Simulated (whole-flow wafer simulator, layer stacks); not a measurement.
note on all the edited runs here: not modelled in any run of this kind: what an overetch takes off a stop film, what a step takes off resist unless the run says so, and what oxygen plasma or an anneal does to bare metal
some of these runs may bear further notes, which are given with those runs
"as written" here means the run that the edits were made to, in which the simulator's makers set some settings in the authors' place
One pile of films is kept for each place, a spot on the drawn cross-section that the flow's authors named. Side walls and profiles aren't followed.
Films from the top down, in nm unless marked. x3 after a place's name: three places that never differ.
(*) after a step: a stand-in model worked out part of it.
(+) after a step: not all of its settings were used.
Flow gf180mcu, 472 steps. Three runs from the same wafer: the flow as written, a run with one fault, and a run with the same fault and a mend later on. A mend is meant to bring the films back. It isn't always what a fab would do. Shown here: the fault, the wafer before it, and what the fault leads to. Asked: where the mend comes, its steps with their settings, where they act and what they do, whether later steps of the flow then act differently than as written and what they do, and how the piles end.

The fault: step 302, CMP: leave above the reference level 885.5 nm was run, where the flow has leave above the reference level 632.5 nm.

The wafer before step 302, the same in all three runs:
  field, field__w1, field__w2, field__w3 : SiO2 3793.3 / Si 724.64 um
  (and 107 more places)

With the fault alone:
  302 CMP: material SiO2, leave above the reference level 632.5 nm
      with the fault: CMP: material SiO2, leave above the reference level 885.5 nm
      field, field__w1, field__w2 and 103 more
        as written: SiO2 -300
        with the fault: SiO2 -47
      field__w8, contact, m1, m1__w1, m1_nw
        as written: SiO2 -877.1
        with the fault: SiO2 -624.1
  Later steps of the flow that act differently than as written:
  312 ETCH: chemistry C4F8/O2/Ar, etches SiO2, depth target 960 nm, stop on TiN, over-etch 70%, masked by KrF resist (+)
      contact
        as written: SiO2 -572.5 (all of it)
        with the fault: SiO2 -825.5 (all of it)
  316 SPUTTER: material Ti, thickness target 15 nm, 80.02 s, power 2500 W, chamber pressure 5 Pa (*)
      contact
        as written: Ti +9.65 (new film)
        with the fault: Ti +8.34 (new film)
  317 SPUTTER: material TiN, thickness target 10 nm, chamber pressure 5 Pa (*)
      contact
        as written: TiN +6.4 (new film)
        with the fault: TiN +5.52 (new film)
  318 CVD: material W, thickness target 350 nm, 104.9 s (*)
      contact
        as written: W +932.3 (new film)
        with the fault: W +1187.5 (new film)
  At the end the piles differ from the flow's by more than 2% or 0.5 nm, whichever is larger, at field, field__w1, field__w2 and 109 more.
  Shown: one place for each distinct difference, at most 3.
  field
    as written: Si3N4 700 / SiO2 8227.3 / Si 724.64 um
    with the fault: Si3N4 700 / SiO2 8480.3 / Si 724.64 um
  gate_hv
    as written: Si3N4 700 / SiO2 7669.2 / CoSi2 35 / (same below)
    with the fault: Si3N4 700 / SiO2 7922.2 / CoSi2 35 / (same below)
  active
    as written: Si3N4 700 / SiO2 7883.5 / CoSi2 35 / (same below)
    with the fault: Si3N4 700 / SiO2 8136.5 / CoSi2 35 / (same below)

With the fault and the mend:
  The mend comes after step 310.
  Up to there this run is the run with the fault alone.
  310a STRIP: chemistry O2/N2, power 2160 W, pressure 1700 mTorr (*)
      field, field__w1, field__w2 and 107 more
        KrF resist -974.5 (all of it), anti-reflective coat -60 (all of it)
      contact
        anti-reflective coat -60 (all of it)
  310b CMP: material SiO2, leave above the reference level 632.5 nm (the flow's step 302 once more)
      field, field__w1, field__w2 and 108 more
        SiO2 -253
  310c HMDS: 120 C, 60 s (the flow's step 304 once more)
      changes no film at any place that is followed
  310d COAT: anti-reflective coat, thickness 60 nm, 182 C, 71 s (the flow's step 305 once more)
      field, field__w1, field__w2 and 108 more
        anti-reflective coat +60 (new film)
  310e COAT: KrF resist, thickness 1000 nm (the flow's step 306 once more)
      field, field__w1, field__w2 and 108 more
        KrF resist +1000 (new film)
  310f SOFTBAKE: KrF resist (the flow's step 307 once more)
      changes no film at any place that is followed
  310g EXPOSE: photomask Via2 (the flow's step 308 once more)
      changes no film at any place that is followed
  310h PEB: KrF resist, 135 C, 90 s (the flow's step 309 once more)
      field, field__w1, field__w2 and 108 more
        KrF resist -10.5
  310i DEVELOP: KrF resist, thickness 1000 nm, 60 s (the flow's step 310 once more)
      field, field__w1, field__w2 and 107 more
        KrF resist -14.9
      contact
        KrF resist -989.5 (all of it)
  No later step of the flow acts differently than as written at any place that is followed.
  At the end the piles are the same as the flow's at every place that both follow.
